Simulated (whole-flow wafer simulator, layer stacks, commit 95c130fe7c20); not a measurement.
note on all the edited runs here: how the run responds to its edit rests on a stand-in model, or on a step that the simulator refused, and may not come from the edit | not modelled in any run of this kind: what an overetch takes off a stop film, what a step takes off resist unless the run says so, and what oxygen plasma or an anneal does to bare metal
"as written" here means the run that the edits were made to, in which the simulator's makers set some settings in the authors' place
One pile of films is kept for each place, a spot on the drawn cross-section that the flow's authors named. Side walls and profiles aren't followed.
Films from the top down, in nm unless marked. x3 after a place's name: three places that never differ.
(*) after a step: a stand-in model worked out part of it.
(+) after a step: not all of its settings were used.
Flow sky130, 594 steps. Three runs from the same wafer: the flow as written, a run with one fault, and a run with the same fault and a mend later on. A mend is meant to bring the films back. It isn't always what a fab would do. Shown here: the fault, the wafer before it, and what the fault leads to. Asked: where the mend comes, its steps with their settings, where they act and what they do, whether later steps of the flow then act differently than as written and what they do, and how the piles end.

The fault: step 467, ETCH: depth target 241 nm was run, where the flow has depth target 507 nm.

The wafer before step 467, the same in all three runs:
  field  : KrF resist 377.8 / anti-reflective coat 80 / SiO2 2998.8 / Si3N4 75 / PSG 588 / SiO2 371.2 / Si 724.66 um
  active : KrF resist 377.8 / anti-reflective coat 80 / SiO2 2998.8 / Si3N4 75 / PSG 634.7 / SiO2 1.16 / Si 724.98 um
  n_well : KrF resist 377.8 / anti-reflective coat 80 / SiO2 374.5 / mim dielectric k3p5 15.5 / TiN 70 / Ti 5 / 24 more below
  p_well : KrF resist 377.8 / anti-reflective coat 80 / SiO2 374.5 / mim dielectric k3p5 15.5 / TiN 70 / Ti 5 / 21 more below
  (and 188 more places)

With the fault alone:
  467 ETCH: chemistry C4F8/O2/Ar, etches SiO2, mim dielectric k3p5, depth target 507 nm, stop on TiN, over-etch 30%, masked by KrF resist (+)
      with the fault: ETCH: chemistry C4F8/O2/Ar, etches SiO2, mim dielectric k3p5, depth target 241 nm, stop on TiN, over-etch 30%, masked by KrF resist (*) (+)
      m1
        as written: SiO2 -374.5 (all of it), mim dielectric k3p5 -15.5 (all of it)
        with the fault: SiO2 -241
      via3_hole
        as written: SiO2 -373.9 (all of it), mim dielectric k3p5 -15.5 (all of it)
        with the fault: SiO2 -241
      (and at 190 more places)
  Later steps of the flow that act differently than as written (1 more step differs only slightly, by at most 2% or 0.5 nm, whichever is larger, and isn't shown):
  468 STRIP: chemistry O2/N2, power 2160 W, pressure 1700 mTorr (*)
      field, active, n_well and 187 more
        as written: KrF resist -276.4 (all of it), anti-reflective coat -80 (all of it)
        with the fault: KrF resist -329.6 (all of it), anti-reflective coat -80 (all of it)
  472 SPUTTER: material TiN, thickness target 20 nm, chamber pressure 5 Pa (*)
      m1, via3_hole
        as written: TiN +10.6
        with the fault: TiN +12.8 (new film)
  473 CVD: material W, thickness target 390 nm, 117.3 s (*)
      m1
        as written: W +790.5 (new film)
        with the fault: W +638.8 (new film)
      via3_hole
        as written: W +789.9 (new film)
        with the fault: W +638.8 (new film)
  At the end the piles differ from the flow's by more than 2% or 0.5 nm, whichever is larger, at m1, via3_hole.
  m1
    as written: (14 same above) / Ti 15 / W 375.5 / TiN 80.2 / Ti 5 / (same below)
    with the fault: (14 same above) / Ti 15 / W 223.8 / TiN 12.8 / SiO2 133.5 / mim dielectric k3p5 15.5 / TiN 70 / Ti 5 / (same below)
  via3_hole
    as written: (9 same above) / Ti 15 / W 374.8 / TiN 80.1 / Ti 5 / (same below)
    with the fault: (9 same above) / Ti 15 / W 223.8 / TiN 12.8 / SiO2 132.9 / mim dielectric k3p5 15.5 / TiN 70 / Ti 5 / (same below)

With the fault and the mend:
  The mend comes after step 467.
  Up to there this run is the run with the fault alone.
  467a ETCH: chemistry C4F8/O2/Ar, etches SiO2, mim dielectric k3p5, depth target 266 nm, stop on TiN, over-etch 30%, masked by KrF resist (+) (the flow's step 467 once more, with other settings)
      field, active, n_well and 187 more
        KrF resist -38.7
      m1
        SiO2 -133.5 (all of it), mim dielectric k3p5 -15.5 (all of it)
      via3_hole
        SiO2 -132.9 (all of it), mim dielectric k3p5 -15.5 (all of it)
  Later steps of the flow that act differently than as written:
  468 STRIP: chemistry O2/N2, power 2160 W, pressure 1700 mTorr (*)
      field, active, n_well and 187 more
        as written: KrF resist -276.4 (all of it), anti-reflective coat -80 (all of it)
        with the mend: KrF resist -290.9 (all of it), anti-reflective coat -80 (all of it)
  At the end the piles are the same as the flow's at every place that both follow.
